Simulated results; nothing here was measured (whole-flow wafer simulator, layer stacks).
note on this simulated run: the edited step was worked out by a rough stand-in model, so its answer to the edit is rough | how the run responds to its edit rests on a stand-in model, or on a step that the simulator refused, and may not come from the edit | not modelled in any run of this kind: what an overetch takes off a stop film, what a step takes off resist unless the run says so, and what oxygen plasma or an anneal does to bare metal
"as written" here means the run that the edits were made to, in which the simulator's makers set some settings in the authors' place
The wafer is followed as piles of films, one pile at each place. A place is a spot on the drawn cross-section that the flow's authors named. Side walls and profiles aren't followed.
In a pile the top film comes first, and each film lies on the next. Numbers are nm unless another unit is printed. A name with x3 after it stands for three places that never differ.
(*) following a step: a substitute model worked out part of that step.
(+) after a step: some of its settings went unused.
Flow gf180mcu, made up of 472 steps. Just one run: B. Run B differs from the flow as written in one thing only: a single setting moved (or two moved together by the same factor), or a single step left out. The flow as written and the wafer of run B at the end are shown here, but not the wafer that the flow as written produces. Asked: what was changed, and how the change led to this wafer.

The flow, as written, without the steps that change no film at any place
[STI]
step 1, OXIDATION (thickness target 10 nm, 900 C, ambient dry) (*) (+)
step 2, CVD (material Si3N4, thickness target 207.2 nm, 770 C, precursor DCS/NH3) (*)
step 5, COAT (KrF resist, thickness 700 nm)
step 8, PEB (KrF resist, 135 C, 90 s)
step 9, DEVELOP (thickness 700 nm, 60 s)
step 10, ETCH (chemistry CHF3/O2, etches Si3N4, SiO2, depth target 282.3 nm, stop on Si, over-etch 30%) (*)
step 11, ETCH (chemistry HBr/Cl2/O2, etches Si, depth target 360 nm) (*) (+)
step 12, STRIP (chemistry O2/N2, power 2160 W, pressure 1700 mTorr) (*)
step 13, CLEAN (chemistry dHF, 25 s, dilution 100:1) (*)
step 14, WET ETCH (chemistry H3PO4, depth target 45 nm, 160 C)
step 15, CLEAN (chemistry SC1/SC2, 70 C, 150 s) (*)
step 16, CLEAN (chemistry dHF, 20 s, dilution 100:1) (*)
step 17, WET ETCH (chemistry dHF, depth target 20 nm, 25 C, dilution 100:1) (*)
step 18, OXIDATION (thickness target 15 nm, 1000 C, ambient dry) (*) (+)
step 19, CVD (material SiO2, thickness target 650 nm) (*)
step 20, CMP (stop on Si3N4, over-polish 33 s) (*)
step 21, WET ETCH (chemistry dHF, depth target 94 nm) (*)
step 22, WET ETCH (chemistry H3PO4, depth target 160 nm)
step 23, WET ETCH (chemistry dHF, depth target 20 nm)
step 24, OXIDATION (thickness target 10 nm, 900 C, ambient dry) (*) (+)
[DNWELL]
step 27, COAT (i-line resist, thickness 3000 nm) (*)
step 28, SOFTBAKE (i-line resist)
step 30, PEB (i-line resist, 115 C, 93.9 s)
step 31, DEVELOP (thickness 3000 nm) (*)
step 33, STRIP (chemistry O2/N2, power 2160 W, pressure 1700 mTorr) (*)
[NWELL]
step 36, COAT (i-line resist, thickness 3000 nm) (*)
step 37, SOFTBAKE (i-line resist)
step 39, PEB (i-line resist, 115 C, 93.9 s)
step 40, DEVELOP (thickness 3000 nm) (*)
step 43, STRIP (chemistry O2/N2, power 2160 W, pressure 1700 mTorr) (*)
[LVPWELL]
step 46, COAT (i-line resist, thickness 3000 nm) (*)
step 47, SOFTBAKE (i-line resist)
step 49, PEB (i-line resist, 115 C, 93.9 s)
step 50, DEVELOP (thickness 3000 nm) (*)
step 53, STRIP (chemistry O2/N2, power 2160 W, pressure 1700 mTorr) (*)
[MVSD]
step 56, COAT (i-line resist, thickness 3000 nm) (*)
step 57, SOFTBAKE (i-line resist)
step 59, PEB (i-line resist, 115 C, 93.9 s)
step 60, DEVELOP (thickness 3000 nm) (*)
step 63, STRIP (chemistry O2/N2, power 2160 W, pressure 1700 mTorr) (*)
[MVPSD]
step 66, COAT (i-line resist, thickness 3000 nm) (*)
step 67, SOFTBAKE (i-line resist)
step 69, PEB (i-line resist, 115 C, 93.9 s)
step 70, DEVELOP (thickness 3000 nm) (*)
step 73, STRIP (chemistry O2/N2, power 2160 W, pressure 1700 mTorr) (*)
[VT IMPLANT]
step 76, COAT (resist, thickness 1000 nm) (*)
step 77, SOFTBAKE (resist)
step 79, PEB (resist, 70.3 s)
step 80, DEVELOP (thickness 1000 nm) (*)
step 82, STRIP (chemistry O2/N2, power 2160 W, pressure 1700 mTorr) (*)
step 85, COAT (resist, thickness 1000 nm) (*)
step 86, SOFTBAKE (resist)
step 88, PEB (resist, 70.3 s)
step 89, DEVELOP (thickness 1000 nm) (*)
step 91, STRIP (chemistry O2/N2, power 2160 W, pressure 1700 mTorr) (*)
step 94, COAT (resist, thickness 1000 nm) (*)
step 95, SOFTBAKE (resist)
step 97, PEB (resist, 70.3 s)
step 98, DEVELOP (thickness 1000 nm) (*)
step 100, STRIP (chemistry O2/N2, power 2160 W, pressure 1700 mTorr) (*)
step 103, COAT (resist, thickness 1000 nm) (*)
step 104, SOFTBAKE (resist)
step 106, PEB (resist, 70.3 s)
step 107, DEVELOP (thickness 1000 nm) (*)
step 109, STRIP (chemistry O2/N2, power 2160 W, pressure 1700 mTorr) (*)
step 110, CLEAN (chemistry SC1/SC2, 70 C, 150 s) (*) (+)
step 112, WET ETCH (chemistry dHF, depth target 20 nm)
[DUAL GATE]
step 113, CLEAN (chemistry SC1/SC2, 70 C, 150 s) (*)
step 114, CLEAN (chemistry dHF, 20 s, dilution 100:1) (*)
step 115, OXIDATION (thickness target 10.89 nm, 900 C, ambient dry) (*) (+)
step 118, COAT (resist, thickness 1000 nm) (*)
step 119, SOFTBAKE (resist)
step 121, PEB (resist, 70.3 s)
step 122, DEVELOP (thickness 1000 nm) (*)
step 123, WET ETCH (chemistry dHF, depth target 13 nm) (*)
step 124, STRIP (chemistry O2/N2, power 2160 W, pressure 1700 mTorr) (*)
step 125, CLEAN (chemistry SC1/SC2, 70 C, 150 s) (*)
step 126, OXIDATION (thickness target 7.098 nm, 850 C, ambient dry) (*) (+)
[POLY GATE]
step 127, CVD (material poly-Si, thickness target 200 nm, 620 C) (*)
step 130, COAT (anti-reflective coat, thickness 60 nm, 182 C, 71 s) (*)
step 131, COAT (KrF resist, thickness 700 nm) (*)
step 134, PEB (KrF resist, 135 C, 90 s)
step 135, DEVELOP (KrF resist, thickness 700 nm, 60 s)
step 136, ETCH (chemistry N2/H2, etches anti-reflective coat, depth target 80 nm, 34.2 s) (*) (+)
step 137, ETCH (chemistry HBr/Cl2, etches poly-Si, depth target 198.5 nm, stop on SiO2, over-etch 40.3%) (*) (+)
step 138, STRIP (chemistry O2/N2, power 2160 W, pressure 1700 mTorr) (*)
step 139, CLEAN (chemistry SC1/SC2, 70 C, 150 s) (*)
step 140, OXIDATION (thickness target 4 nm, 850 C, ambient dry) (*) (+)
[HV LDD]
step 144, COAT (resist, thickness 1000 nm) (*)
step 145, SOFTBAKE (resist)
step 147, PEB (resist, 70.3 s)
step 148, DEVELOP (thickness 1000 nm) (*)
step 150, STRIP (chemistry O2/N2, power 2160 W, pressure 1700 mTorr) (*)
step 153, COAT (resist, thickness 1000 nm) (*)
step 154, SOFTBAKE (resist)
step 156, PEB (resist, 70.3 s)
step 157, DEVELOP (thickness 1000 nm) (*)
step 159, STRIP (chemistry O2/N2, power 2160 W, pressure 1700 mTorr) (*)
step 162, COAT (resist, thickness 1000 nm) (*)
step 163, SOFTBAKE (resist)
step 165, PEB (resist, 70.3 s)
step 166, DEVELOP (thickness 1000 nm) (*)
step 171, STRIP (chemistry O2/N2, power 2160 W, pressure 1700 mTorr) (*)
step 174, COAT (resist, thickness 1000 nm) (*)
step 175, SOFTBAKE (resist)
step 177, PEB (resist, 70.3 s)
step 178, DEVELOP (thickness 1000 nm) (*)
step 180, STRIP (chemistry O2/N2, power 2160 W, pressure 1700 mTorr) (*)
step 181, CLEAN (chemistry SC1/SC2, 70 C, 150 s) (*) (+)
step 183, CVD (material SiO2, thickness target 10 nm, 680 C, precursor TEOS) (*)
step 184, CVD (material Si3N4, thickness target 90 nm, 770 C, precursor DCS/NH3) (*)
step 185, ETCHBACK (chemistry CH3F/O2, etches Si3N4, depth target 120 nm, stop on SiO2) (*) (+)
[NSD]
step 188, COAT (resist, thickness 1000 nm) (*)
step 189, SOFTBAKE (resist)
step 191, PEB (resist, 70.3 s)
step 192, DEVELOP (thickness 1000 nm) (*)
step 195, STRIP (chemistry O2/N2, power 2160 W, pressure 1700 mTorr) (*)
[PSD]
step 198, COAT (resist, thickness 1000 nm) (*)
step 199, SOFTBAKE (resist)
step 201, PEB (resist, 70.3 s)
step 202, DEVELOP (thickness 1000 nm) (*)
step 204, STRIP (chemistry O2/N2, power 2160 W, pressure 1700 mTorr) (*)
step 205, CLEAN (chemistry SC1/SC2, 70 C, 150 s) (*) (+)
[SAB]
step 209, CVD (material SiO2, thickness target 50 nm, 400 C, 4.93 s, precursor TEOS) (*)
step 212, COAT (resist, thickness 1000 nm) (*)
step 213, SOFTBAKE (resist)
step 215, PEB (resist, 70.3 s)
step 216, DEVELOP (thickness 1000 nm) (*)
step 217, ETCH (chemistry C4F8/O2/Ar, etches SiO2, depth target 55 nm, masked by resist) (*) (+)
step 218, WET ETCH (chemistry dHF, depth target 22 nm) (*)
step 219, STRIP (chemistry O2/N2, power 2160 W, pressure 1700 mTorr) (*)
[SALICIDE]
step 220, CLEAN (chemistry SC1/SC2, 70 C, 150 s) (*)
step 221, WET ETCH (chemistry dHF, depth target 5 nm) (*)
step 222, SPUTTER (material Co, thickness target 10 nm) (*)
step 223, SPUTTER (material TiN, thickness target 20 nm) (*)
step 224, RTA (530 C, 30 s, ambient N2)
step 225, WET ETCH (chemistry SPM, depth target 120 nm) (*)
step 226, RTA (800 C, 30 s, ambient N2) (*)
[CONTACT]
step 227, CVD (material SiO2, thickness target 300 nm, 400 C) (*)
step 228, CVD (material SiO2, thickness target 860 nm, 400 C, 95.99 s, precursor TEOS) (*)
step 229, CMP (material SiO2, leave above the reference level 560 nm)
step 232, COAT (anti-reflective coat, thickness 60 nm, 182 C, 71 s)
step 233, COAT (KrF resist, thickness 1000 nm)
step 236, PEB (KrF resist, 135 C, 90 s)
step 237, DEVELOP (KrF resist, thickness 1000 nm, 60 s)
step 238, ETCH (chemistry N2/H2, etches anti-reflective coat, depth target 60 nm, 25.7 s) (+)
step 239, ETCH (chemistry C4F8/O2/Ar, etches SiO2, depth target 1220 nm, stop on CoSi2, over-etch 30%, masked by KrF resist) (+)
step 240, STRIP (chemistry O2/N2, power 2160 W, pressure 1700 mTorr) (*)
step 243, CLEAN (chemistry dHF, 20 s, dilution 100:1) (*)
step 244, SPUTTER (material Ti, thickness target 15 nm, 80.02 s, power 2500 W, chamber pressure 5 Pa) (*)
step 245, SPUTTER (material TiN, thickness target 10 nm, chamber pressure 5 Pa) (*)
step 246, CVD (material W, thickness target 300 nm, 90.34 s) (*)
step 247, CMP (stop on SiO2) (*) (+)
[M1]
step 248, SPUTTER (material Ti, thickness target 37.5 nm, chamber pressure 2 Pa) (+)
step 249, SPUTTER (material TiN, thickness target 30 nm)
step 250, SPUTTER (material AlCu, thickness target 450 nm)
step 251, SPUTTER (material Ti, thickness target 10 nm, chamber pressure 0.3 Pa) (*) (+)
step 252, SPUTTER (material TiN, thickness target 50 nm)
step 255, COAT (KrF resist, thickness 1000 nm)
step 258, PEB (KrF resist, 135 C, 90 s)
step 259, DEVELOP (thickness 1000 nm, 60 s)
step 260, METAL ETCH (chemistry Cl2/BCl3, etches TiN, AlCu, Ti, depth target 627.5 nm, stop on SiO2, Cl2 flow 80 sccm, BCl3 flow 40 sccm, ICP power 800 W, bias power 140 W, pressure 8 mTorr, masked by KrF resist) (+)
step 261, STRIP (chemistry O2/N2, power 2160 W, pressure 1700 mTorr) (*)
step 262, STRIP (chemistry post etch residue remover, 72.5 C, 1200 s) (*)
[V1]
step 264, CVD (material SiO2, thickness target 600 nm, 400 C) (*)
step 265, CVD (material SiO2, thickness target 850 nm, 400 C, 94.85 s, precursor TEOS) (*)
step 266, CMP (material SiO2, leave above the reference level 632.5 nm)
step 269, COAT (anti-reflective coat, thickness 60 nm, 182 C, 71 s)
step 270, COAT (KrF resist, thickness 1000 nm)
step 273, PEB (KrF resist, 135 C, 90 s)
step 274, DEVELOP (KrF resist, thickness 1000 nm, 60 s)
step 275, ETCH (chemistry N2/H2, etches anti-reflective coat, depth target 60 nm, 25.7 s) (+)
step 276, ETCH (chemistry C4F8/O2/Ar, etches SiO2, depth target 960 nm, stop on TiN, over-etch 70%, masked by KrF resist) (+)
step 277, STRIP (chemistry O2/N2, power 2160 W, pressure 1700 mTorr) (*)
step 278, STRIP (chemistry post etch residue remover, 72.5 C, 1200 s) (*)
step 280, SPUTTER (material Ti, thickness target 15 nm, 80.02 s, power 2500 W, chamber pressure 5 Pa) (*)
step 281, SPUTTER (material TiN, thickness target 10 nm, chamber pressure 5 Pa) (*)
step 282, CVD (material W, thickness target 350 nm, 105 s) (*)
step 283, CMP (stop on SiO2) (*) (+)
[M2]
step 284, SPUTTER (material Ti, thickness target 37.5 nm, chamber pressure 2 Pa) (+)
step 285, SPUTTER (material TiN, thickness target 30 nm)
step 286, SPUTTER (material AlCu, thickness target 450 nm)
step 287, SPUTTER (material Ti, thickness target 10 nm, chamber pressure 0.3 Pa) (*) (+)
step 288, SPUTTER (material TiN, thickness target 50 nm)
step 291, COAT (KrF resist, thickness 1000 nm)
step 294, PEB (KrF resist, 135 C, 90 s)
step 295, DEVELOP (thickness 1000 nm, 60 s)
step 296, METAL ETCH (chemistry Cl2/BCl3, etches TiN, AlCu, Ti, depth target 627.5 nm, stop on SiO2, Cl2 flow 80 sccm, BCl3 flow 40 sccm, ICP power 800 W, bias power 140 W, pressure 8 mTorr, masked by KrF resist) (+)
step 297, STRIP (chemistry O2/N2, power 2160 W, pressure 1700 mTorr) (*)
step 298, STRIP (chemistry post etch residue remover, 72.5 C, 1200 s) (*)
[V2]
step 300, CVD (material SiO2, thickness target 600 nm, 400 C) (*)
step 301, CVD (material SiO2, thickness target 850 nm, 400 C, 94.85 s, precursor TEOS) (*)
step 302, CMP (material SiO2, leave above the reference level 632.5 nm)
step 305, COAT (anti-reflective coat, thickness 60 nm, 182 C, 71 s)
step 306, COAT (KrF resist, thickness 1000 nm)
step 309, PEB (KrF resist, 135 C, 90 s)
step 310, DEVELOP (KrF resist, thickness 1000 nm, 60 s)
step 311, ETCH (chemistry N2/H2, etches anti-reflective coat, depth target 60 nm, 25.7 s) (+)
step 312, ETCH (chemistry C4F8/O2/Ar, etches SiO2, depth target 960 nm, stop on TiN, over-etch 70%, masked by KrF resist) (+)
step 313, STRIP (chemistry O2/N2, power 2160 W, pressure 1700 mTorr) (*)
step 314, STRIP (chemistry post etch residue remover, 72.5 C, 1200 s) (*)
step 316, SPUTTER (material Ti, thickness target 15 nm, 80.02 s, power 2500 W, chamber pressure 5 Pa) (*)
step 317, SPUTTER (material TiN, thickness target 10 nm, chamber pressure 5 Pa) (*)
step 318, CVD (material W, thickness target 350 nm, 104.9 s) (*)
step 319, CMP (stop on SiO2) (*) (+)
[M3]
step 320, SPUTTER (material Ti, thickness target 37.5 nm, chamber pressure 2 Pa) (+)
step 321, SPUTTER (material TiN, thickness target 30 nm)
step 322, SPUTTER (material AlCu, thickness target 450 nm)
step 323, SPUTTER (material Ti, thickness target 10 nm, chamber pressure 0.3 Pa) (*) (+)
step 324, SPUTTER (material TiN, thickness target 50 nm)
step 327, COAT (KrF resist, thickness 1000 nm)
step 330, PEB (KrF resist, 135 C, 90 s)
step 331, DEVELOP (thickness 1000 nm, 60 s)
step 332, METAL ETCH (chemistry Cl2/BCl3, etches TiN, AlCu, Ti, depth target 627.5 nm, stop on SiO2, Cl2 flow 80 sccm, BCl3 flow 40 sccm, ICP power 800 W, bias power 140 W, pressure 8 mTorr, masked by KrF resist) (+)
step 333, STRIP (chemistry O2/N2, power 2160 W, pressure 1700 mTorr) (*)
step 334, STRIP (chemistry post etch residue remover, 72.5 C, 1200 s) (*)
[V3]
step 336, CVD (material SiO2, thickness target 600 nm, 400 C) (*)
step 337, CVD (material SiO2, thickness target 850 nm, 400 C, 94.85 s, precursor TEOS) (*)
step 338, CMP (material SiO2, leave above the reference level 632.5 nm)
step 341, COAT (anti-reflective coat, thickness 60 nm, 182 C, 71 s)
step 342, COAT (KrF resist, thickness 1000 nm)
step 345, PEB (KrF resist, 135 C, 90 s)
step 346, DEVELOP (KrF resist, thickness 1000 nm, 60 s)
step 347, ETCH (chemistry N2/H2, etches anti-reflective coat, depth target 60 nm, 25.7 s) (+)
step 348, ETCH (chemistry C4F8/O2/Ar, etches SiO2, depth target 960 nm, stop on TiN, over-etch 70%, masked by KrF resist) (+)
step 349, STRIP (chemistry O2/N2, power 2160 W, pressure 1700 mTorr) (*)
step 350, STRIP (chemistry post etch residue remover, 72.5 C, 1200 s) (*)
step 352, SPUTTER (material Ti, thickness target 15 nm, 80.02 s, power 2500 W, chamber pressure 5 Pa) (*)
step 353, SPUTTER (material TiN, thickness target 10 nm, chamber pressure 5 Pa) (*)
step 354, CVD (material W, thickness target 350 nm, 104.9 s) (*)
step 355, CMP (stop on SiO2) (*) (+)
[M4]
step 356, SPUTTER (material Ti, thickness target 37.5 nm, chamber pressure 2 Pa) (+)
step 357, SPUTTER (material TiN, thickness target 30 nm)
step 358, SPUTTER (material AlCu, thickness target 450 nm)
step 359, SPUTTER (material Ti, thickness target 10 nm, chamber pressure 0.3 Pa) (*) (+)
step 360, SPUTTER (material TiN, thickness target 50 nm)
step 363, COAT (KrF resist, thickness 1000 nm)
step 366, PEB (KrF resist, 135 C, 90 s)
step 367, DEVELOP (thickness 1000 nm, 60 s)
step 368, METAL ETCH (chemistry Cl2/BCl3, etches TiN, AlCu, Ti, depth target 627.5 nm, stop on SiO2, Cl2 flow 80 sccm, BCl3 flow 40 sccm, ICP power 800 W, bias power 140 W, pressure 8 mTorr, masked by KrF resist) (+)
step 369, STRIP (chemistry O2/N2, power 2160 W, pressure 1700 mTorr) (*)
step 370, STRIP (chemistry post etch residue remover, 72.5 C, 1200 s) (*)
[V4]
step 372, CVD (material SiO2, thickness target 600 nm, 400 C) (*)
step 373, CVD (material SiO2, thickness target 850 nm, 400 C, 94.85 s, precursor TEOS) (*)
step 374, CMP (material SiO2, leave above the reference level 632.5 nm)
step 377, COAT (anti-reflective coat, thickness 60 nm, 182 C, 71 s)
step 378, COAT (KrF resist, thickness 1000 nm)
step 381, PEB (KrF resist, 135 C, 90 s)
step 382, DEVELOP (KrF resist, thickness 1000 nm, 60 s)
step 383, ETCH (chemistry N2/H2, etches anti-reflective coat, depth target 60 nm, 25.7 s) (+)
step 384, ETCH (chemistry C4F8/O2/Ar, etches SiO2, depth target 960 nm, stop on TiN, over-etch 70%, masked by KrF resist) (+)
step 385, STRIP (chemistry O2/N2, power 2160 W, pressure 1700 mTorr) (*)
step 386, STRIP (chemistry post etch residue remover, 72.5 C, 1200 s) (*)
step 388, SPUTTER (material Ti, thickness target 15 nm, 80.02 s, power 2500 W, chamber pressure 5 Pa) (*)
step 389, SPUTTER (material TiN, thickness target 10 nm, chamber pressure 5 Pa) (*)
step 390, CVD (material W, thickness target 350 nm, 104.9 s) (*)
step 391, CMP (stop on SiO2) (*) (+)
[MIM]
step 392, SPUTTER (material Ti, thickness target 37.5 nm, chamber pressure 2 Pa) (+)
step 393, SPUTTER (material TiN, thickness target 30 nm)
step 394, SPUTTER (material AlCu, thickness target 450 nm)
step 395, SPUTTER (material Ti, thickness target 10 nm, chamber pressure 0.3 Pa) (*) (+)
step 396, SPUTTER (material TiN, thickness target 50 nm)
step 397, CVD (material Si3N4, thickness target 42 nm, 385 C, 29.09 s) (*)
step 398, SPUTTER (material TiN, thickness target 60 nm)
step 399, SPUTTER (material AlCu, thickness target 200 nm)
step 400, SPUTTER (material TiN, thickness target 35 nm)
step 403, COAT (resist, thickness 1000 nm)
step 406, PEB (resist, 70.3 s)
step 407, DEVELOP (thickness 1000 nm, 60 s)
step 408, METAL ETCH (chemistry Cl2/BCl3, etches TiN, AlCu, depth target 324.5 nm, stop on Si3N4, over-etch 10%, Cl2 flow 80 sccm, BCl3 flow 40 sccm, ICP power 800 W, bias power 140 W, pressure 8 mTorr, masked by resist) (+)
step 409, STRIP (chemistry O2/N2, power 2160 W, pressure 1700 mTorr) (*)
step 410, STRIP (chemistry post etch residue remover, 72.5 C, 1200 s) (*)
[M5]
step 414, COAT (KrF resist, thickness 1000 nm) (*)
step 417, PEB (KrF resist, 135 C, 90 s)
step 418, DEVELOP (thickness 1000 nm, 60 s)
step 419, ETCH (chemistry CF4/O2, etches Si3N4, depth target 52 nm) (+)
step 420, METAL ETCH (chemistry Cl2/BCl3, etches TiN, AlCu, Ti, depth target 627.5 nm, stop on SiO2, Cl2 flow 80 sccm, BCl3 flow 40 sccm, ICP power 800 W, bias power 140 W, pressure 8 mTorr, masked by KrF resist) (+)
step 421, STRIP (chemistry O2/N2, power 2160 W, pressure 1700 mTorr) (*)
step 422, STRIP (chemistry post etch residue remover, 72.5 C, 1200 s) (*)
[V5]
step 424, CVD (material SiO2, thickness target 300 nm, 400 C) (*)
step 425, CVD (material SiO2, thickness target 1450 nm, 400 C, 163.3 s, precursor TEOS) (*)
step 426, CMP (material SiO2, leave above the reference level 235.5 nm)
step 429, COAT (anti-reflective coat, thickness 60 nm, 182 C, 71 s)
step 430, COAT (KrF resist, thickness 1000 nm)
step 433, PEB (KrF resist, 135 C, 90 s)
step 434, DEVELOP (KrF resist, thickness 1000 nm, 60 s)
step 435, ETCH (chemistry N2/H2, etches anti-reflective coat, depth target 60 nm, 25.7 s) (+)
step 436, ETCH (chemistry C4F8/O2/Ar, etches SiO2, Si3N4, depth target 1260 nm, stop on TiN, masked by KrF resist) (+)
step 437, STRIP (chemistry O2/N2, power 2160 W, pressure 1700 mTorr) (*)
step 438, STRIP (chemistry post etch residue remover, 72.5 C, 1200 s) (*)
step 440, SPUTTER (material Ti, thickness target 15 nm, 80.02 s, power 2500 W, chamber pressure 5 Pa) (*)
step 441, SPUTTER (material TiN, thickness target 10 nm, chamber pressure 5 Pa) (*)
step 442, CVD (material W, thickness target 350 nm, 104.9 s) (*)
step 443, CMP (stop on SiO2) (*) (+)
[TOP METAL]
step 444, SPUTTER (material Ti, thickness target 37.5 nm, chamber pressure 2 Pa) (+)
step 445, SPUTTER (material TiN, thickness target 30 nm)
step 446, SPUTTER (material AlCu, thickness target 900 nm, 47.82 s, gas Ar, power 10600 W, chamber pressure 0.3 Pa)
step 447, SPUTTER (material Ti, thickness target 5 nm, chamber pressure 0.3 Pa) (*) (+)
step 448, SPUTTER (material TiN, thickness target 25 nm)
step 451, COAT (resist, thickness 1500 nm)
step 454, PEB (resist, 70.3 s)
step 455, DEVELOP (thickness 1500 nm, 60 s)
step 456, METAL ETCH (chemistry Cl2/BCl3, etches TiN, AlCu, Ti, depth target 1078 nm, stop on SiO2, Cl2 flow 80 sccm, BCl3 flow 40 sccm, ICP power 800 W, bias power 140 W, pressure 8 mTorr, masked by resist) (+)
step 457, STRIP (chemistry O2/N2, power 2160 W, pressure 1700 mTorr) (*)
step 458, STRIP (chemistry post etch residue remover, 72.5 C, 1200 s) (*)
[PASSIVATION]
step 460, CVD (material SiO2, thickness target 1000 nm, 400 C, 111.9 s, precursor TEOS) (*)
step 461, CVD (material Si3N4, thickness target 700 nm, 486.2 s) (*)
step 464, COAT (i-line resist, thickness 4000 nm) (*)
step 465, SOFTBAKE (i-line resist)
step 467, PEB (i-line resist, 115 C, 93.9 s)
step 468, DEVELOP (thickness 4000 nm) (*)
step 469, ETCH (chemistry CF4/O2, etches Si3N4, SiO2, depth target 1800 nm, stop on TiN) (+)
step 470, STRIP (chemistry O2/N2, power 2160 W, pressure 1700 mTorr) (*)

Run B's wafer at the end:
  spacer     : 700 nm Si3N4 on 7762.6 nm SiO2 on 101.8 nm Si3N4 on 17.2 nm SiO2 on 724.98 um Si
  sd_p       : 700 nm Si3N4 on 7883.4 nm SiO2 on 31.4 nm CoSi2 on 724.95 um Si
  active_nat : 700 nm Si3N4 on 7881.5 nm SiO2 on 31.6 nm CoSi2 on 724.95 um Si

What caused this: step 184, CVD: thickness target 106 nm was run, though the flow has thickness target 90 nm.

Step by step, how the change led to this:
  step 184, CVD (material Si3N4, thickness target 90 nm, 770 C, precursor DCS/NH3) (*)
      field, field__w1, field__w2 and 101 more: Si3N4 gains 106 (new film) (it would be, as written: Si3N4 gains 90 (new film))
  step 185, ETCHBACK (chemistry CH3F/O2, etches Si3N4, depth target 120 nm, stop on SiO2) (*) (+)
      field, field__w1, field__w2 and 100 more: Si3N4 loses 106 (all of it), SiO2 loses 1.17 (it would be, as written: Si3N4 loses 90 (all of it), SiO2 loses 2.5)
  step 189, SOFTBAKE (resist)
      field__w9: resist loses 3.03 (it would be, as written: resist gains 6.92)
      nw_enc_fld_lv__w3: resist loses 1.78 (it would be, as written: resist gains 2.11)
  step 199, SOFTBAKE (resist)
      field__w9: resist loses 3.03 (it would be, as written: resist gains 6.92)
      nw_enc_fld_lv__w3: resist loses 1.78 (it would be, as written: resist gains 2.11)
  step 209, CVD (material SiO2, thickness target 50 nm, 400 C, 4.93 s, precursor TEOS) (*)
      ld_drift_p: SiO2 gains 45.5 (it would be, as written: SiO2 gains 46.7)
      ld_drn_p: SiO2 gains 44.8 (it would be, as written: SiO2 gains 46)
  step 218, WET ETCH (chemistry dHF, depth target 22 nm) (*)
      gate, gate_hv, gate_p and 23 more: SiO2 loses 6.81 (all of it) (it would be, as written: SiO2 loses 5.48 (all of it))
      active, p_well, sd_n, iso_ptap_pw, iso_ntap_nw, iso_ptap_sub, vpnp_e: SiO2 loses 10.3 (all of it) (it would be, as written: SiO2 loses 9.01 (all of it))
      (as well as at 15 more places)
  step 223, SPUTTER (material TiN, thickness target 20 nm) (*)
      field__w2: TiN gains 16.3 (new film) (it would be, as written: TiN gains 17 (new film))
      field__w3: TiN gains 14.9 (new film) (it would be, as written: TiN gains 15.7 (new film))
      (as well as at 2 more places)
  step 224, RTA (530 C, 30 s, ambient N2)
      ld_drn_p: under 1 film: CoSi gains 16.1 (new film), Co loses 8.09 (all of it), Si loses 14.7 (it would be, as written: under 1 film: CoSi gains 16.7 (new film), Co loses 8.4 (all of it), Si loses 15.2)
  step 225, WET ETCH (chemistry SPM, depth target 120 nm) (*)
      field__w2: TiN loses 16.3 (all of it), Co loses 8.35 (all of it) (it would be, as written: TiN loses 17 (all of it), Co loses 8.65 (all of it))
      field__w3: TiN loses 14.9 (all of it), Co loses 7.67 (all of it) (it would be, as written: TiN loses 15.7 (all of it), Co loses 8.06 (all of it))
      (as well as at 2 more places)
  step 226, RTA (800 C, 30 s, ambient N2) (*)
      ld_sd_n: CoSi2 gains 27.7 (new film), CoSi loses 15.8 (all of it), Si loses 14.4 (it would be, as written: CoSi2 gains 28.3 (new film), CoSi loses 16.1 (all of it), Si loses 14.7)
      ld_drn_p: CoSi2 gains 28.3 (new film), CoSi loses 16.1 (all of it), Si loses 14.7 (it would be, as written: CoSi2 gains 29.4 (new film), CoSi loses 16.7 (all of it), Si loses 15.2)
  step 229, CMP (material SiO2, leave above the reference level 560 nm)
      spacer: SiO2 loses 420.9 (it would be, as written: SiO2 loses 404.9)
